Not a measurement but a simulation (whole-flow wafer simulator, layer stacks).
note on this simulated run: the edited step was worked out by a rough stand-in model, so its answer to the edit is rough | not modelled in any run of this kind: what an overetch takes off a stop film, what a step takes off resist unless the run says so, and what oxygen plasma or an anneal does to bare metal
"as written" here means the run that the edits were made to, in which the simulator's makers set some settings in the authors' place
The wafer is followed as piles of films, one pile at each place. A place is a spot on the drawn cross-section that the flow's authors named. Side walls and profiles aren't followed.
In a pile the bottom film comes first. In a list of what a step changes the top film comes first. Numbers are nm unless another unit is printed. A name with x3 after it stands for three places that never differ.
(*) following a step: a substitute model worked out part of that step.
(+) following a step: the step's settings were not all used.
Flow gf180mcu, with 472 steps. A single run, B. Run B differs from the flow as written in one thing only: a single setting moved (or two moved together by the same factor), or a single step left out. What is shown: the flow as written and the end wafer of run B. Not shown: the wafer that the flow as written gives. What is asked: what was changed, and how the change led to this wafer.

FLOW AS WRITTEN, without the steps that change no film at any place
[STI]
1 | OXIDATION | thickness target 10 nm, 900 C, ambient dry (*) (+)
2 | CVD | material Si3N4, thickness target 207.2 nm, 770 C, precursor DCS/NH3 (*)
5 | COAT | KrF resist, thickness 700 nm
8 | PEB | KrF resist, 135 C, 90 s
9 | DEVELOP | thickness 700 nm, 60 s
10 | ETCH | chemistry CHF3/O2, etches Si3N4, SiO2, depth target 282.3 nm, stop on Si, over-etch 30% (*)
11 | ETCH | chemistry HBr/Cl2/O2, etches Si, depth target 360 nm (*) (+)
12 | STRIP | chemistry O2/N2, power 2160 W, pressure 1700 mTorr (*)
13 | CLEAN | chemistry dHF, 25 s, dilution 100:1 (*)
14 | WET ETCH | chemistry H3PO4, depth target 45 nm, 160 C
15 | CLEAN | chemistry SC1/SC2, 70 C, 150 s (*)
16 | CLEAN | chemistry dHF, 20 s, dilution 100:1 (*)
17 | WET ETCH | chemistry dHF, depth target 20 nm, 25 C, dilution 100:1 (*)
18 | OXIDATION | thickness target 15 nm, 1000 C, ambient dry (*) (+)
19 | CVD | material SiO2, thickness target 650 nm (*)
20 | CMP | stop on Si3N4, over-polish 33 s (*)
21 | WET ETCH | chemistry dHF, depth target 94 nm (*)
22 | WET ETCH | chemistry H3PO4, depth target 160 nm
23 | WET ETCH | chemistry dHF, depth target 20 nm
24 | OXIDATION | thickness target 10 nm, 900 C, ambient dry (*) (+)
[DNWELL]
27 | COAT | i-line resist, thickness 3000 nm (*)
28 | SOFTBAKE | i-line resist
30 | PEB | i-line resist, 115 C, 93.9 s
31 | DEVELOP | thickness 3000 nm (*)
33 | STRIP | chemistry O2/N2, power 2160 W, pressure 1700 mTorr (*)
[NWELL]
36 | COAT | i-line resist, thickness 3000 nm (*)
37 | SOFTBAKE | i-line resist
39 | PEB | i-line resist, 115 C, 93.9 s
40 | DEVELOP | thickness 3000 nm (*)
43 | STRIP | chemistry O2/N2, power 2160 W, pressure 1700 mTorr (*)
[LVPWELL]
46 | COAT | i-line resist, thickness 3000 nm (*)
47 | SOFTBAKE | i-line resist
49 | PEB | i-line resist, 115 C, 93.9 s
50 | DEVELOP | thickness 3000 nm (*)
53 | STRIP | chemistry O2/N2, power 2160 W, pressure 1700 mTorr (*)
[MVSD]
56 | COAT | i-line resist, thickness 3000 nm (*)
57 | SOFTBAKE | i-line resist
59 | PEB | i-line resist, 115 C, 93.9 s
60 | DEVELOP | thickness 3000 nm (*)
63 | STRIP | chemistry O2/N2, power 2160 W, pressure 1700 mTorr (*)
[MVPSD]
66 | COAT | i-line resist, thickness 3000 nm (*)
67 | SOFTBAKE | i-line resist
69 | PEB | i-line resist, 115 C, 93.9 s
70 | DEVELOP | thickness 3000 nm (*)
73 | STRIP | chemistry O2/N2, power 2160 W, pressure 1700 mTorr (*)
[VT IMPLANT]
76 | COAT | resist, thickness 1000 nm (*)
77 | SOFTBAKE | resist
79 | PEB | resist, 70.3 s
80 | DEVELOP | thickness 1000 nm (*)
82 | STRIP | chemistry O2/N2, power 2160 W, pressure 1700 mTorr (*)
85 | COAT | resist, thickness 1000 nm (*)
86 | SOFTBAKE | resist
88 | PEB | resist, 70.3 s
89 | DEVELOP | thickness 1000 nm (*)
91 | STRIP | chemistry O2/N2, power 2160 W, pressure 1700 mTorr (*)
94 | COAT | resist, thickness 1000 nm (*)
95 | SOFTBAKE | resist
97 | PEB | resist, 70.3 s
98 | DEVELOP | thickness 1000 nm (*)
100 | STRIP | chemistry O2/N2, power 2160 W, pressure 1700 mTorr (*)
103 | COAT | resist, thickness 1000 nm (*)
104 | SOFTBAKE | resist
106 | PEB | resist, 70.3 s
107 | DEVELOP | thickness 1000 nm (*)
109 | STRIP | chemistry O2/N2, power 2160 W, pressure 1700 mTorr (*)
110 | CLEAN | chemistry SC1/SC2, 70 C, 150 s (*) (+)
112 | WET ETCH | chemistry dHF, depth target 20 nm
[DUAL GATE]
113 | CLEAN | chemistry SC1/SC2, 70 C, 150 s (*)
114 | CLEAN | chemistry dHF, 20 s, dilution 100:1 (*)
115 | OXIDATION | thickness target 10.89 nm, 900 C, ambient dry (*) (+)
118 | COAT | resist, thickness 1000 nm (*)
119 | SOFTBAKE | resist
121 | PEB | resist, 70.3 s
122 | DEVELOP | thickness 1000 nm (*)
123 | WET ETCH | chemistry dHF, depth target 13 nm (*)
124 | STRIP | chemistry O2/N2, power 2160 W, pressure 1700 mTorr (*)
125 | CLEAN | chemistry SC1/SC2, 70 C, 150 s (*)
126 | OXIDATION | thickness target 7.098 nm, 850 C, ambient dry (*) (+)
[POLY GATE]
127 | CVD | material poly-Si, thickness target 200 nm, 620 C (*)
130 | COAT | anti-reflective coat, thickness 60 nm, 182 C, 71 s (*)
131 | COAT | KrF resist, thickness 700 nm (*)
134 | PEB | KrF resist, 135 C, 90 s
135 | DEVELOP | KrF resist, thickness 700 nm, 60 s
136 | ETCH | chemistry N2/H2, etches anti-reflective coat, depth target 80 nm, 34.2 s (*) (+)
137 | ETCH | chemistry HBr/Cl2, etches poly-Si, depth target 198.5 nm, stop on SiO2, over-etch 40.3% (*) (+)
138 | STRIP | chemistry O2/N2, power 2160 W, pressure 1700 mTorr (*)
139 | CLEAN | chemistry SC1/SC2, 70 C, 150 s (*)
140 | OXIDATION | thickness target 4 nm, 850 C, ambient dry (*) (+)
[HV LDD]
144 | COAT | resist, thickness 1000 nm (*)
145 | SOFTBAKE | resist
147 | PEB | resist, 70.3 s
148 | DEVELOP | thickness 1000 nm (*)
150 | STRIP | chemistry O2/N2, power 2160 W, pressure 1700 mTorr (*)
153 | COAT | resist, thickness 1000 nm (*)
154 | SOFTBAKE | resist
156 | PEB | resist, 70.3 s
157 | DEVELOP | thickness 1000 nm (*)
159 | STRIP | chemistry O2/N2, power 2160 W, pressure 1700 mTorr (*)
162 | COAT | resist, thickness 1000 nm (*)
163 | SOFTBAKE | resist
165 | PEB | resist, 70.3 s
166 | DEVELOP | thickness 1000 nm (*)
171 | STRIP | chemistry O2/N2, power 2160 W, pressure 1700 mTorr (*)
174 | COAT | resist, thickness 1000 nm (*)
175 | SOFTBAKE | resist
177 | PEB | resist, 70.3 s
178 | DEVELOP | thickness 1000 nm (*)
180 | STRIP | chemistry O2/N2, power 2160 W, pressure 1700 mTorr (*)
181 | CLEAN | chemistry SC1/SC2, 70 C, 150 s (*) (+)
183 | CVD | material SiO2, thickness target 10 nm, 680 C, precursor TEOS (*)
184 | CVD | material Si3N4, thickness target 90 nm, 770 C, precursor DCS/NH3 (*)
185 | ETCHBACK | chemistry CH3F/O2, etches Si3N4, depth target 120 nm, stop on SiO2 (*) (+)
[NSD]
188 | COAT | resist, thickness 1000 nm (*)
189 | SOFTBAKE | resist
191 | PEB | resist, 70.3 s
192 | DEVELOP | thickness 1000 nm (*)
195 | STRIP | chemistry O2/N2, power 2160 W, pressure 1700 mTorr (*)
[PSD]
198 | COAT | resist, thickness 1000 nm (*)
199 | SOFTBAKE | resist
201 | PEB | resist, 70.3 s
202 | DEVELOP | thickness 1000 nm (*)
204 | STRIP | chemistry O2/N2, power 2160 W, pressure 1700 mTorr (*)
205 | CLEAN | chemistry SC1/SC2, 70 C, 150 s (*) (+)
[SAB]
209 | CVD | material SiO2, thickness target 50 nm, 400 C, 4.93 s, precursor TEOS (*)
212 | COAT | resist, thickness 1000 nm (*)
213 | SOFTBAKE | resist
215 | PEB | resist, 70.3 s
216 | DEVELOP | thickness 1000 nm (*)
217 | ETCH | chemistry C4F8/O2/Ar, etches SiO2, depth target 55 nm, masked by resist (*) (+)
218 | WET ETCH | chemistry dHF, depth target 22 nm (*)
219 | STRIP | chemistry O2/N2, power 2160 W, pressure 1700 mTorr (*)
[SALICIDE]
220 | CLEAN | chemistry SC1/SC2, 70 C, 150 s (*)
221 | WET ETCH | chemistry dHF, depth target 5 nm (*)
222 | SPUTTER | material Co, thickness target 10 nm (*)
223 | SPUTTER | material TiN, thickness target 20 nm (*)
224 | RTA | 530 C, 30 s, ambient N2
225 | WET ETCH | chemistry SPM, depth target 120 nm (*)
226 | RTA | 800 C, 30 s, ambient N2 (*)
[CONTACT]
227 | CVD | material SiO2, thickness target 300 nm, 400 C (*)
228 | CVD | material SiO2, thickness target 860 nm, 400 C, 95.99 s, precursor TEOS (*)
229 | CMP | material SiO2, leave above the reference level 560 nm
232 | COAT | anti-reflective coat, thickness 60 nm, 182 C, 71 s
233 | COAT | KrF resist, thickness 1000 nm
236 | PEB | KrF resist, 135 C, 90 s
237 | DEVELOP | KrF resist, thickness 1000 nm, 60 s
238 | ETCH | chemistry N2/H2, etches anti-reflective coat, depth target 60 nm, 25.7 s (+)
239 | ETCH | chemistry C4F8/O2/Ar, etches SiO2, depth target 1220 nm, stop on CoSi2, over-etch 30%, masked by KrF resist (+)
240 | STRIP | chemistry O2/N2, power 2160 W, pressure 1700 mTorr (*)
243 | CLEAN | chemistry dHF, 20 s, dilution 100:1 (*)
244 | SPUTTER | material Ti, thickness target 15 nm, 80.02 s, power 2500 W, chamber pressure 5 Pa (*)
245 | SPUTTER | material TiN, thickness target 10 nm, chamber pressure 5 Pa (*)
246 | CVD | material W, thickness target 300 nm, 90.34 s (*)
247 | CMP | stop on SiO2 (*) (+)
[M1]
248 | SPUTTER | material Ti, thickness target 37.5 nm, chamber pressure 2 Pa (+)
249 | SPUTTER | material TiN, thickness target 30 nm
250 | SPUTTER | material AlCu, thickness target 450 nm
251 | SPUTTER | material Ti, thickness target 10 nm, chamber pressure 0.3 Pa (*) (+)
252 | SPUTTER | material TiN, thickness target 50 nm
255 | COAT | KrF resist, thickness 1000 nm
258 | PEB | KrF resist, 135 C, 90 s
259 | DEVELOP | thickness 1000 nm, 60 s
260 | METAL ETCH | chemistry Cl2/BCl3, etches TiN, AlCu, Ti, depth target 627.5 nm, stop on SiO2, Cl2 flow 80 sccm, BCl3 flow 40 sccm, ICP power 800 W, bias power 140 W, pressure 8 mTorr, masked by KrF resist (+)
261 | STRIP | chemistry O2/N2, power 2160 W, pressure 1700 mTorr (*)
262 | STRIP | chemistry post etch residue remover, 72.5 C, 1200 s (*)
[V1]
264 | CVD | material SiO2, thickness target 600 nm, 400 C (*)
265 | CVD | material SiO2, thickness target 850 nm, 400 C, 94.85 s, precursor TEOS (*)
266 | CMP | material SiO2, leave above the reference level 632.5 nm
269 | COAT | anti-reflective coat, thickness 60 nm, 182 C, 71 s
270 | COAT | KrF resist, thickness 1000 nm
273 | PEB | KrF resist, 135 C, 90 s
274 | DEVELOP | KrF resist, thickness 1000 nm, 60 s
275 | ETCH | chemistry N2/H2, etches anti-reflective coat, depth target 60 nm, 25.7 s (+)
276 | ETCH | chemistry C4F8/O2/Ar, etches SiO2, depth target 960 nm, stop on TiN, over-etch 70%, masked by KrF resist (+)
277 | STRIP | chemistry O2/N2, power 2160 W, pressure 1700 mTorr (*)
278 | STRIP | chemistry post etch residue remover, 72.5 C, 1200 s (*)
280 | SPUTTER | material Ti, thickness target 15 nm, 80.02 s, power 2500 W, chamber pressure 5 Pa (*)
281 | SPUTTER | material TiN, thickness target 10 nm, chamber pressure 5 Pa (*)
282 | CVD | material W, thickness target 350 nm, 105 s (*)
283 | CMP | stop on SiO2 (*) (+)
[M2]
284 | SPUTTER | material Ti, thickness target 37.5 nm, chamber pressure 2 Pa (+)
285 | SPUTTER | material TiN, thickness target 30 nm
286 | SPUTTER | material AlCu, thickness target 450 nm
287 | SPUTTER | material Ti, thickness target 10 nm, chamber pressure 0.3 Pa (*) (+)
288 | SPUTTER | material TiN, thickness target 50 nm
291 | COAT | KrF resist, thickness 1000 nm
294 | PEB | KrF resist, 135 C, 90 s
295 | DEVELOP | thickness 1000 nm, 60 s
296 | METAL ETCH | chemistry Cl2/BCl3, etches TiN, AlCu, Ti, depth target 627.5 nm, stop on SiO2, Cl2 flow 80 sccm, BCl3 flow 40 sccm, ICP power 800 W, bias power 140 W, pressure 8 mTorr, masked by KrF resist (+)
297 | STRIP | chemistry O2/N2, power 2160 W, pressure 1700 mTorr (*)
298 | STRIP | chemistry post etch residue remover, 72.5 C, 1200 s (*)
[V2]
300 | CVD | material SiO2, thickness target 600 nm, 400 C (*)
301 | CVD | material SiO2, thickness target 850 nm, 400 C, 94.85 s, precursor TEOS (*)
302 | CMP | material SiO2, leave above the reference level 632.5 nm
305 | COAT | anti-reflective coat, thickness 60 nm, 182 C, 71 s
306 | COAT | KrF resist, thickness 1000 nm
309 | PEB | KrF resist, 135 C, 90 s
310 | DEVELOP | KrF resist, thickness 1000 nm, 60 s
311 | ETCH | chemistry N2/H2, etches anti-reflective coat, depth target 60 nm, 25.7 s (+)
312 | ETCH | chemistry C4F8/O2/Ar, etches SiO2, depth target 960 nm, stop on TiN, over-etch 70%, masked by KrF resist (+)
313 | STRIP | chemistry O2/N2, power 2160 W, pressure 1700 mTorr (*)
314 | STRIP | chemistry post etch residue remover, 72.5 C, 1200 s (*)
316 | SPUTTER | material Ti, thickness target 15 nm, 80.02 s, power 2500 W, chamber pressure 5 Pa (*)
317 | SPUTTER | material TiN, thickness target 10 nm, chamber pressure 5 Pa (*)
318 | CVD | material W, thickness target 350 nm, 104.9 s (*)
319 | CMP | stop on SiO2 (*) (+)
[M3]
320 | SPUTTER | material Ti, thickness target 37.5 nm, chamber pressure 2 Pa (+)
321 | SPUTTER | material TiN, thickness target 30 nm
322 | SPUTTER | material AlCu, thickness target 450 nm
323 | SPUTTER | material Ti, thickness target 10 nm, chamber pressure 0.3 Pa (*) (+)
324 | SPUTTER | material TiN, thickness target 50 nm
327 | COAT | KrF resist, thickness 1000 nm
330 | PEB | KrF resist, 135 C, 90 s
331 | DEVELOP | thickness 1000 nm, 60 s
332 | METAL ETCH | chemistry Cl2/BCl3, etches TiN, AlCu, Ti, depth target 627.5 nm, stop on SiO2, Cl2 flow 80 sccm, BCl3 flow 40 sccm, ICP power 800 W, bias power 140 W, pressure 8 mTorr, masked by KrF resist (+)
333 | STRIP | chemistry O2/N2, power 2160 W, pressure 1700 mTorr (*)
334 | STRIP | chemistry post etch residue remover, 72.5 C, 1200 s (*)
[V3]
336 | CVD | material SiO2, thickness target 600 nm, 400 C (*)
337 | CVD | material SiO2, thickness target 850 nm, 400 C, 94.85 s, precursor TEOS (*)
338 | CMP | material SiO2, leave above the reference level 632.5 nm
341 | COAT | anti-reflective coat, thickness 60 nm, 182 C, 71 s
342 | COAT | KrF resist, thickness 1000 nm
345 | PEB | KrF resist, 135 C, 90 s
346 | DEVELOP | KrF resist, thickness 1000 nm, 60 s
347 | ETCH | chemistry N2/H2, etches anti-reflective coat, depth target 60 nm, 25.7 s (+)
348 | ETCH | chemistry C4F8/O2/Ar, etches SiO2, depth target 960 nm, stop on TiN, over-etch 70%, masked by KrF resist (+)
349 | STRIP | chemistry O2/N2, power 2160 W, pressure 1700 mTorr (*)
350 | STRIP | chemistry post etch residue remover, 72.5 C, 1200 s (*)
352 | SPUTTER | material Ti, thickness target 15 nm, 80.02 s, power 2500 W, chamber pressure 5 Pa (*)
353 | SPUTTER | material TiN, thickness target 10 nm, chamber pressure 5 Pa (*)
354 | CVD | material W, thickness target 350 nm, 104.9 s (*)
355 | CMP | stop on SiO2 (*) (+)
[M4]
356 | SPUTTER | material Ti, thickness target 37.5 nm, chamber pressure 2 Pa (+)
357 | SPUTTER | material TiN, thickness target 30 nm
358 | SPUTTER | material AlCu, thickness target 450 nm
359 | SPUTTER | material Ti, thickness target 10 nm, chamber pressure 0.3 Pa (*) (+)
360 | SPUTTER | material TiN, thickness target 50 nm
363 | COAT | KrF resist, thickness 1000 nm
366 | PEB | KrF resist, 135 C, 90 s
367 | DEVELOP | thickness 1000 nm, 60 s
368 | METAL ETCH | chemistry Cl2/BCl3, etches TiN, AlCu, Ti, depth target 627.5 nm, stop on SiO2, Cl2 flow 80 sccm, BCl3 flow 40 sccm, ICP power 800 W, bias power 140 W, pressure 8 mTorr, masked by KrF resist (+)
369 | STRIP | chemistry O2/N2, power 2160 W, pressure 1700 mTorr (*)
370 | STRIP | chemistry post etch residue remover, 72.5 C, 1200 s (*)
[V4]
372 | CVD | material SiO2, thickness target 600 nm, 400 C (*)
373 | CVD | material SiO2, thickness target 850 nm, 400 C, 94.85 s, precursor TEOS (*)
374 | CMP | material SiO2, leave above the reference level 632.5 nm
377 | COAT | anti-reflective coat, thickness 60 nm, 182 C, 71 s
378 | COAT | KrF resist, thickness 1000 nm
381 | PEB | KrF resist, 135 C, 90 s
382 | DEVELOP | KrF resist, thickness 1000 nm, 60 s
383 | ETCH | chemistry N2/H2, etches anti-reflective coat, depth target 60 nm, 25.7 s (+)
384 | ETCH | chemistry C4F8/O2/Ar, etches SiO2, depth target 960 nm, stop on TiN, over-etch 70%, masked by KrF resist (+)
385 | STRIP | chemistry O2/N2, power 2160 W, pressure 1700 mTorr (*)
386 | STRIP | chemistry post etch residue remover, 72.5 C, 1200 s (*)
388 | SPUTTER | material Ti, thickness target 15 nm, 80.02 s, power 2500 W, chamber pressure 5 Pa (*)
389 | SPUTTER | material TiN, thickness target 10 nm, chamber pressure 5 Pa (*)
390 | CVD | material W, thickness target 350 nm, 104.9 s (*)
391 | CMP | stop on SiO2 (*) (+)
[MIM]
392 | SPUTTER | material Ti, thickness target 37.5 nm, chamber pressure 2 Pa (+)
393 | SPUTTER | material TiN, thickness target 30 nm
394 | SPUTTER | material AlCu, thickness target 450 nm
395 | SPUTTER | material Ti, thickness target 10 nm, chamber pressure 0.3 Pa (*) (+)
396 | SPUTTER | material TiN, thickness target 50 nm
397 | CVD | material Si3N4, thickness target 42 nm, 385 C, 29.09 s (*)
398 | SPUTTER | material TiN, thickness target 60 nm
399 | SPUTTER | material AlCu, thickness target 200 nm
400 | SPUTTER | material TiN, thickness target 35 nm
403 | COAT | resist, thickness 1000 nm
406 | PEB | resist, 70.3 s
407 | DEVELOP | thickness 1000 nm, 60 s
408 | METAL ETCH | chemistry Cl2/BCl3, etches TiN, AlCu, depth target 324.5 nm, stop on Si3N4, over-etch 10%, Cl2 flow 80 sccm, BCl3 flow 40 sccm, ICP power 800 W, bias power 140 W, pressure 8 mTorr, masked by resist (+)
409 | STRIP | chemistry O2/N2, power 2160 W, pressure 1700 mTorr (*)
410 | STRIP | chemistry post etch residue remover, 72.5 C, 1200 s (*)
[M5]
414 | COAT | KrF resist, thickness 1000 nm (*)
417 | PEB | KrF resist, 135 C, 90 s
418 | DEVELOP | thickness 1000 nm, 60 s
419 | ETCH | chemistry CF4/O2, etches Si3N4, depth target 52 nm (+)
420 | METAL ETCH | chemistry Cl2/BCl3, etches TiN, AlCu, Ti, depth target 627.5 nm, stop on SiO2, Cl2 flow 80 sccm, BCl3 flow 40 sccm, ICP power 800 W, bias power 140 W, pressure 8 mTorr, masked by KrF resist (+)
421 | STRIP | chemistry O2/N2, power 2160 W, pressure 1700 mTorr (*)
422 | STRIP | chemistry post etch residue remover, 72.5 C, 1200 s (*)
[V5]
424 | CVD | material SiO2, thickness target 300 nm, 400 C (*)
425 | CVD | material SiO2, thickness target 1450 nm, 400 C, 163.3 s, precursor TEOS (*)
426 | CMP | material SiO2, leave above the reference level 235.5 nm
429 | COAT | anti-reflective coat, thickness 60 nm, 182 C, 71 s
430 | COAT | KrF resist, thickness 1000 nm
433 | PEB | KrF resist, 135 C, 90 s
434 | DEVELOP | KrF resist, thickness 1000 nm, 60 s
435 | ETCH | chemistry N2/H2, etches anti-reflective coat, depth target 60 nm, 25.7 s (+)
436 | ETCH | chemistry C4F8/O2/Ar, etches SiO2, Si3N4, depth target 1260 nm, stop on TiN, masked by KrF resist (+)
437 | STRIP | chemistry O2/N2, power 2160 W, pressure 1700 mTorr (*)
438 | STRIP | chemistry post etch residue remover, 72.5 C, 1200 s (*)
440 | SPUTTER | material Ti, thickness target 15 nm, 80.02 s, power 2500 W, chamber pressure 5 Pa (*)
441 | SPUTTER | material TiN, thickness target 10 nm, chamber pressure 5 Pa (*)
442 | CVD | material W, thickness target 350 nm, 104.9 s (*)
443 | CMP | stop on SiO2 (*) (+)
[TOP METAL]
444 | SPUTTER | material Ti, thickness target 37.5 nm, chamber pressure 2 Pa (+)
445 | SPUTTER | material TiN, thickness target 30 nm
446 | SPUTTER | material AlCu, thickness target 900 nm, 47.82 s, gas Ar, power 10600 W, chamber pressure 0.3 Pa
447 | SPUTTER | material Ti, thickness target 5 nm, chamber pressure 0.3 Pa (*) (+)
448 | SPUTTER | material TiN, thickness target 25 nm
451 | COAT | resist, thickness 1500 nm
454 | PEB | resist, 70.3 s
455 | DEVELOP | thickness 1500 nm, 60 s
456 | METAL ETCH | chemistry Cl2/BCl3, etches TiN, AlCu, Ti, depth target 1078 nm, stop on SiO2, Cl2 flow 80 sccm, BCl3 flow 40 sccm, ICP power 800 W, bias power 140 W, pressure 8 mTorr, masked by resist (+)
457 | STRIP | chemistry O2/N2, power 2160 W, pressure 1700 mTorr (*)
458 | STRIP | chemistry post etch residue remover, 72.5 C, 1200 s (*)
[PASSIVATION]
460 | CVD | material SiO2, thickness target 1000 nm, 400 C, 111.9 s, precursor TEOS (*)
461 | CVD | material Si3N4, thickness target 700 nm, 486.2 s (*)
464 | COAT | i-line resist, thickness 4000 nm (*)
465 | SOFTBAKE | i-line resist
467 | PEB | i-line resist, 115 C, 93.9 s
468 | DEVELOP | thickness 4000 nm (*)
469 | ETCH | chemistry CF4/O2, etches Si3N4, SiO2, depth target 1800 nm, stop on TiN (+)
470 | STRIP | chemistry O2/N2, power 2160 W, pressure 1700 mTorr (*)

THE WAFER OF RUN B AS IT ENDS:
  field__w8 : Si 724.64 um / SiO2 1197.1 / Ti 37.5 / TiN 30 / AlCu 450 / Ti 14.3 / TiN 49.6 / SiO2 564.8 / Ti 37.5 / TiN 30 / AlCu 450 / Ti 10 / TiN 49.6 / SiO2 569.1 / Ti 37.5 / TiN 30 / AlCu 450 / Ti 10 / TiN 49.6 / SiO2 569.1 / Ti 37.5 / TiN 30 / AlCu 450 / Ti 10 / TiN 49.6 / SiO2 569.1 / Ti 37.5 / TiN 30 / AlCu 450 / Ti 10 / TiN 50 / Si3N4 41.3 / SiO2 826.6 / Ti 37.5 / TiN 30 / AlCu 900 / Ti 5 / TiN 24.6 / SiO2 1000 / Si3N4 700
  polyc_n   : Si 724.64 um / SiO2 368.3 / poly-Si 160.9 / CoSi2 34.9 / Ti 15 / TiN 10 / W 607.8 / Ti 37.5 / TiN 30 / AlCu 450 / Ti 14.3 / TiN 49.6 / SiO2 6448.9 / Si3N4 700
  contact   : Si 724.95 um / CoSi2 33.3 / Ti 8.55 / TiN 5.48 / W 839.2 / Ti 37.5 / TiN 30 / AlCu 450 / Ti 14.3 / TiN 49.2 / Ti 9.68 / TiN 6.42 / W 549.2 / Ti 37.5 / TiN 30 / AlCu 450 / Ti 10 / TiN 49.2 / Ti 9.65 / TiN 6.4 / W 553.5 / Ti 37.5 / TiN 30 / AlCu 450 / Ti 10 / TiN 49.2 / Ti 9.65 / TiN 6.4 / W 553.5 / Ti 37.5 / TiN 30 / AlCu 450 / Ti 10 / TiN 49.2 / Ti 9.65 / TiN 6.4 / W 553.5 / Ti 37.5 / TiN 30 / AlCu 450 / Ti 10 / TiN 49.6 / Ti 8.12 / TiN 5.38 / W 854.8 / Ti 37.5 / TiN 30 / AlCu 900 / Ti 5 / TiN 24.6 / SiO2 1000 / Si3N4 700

Cause: step 251, SPUTTER: thickness target 14.3 nm was run, whereas the flow has thickness target 10 nm.
The wafer lets one read it off: field__w8 has Ti 14.3, and step 251 as written asks for 10 nm.

The path from the change to this, step by step:
  251 | SPUTTER | material Ti, thickness target 10 nm, chamber pressure 0.3 Pa (*) (+)
      field, field__w1, field__w2 and 108 more: +14.3 Ti (new film) (it would be, as written: +10 Ti (new film))
  260 | METAL ETCH | chemistry Cl2/BCl3, etches TiN, AlCu, Ti, depth target 627.5 nm, stop on SiO2, Cl2 flow 80 sccm, BCl3 flow 40 sccm, ICP power 800 W, bias power 140 W, pressure 8 mTorr, masked by KrF resist (+)
      field, field__w1, field__w2 and 99 more: -50 TiN (all of it), -14.3 Ti (all of it), -450 AlCu (all of it), -30 TiN (all of it), -37.5 Ti (all of it) (it would be, as written: -50 TiN (all of it), -10 Ti (all of it), -450 AlCu (all of it), -30 TiN (all of it), -37.5 Ti (all of it))
